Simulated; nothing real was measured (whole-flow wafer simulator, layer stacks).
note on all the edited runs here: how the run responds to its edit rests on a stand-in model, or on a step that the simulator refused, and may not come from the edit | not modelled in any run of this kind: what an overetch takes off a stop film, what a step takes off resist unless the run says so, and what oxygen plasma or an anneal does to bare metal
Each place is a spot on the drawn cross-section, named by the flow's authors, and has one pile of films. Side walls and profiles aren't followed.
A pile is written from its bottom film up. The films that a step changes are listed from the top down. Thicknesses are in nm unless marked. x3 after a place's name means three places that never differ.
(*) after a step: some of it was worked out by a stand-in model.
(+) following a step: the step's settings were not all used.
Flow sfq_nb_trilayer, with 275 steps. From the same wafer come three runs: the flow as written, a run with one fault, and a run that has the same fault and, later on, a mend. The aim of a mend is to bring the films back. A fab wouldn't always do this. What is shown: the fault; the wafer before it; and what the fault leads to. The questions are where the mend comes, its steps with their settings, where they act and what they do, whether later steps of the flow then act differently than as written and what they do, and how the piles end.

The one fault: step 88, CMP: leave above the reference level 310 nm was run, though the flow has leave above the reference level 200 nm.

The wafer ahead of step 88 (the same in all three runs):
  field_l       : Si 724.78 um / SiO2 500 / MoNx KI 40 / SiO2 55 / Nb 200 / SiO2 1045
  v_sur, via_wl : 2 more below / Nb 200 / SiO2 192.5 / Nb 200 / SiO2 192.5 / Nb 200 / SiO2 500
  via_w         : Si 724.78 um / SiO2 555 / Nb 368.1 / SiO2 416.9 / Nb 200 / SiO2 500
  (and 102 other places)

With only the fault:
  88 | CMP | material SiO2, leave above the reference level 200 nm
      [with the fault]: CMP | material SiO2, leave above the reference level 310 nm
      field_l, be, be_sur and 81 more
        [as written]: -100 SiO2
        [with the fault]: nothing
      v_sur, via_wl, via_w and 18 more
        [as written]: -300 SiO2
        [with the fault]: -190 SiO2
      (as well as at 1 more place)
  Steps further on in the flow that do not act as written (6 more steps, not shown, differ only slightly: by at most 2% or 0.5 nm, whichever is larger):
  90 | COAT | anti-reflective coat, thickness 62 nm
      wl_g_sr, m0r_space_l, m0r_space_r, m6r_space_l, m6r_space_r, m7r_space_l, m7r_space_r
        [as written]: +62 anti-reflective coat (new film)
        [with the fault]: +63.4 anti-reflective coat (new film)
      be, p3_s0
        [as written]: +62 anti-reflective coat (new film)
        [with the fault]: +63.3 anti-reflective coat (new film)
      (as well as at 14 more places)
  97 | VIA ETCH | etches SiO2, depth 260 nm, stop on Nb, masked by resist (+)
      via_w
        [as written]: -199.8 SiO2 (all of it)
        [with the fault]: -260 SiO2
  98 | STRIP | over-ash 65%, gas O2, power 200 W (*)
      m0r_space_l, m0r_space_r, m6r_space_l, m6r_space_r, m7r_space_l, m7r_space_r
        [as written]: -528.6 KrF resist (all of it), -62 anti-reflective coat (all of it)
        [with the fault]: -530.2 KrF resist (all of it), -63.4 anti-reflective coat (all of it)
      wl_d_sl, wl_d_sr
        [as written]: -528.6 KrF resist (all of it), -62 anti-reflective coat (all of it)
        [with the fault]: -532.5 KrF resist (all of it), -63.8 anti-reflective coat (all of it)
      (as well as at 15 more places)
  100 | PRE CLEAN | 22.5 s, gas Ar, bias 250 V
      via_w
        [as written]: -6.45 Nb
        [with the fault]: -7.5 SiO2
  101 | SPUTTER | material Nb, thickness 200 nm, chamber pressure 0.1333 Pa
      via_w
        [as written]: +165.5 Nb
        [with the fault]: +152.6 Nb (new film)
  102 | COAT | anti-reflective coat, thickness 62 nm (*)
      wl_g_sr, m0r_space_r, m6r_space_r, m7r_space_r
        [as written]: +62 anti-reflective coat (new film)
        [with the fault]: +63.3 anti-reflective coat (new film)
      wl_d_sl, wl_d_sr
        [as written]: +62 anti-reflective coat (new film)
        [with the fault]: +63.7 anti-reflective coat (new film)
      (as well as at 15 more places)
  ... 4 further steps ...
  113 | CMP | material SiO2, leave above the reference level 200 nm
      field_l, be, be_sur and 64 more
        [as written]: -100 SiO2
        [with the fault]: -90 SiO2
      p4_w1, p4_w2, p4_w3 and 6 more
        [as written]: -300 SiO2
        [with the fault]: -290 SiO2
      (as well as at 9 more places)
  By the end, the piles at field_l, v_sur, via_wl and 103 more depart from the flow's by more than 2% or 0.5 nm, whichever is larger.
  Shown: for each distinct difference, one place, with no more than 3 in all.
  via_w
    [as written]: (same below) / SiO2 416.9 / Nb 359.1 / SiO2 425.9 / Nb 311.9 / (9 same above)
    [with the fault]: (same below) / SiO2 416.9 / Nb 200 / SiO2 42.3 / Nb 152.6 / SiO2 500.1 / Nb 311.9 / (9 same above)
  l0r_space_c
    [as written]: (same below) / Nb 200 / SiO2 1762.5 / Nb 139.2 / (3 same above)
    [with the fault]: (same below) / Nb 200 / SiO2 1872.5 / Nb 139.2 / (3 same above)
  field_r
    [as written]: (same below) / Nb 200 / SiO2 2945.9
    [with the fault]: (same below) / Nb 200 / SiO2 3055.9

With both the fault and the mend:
  The mend stands after step 95.
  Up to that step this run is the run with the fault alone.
  95a | STRIP | over-ash 65%, gas O2, power 200 W (*)
      r_sur, res, r_end and 9 more
        -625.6 KrF resist (all of it), -62.1 anti-reflective coat (all of it)
      ce_r, sp_r, be_r, l0_sur, p3_s1, l0r_space_c, l0r_line_r
        -625.7 KrF resist (all of it), -62.1 anti-reflective coat (all of it)
      m0r_line_l, m0r_line_r, m6r_line_l, m6r_line_r, m7r_line_l, m7r_line_r
        -626.8 KrF resist (all of it), -62.3 anti-reflective coat (all of it)
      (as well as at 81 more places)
  95b | CMP | material SiO2, leave above the reference level 200 nm (the flow's step 88, run once more)
      field_l, be, be_sur and 81 more
        -100 SiO2
      v_sur, via_wl, via_w and 19 more
        -110 SiO2
  95c | COAT | anti-reflective coat, thickness 62 nm (the flow's step 90, run once more)
      field_l, v_sur, via_wl and 103 more
        +62 anti-reflective coat (new film)
  95d | COAT | KrF resist, thickness 650 nm (the flow's step 91, run once more)
      field_l, v_sur, via_wl and 103 more
        +650 KrF resist (new film)
  95e | SOFTBAKE | KrF resist (the flow's step 92, run once more)
      does not change any film at any place that is followed
  95f | EXPOSE | photomask I2, dose 11.91 mJ/cm2, NA 0.6, wavelength 248 nm (*) (the flow's step 93, run once more)
      does not change any film at any place that is followed
  95g | PEB | KrF resist, 90 s (the flow's step 94, run once more)
      field_l, v_sur, via_wl and 103 more
        -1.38 KrF resist
  95h | DEVELOP | KrF resist, thickness 650 nm, 60 s (the flow's step 95, run once more)
      field_l, v_sur, via_wl and 102 more
        -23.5 KrF resist
      via_w
        -648.6 KrF resist (all of it)
  None of the later steps of the flow acts differently than as written at any place that is followed.
  By the end, the piles equal the flow's at every place that both follow.
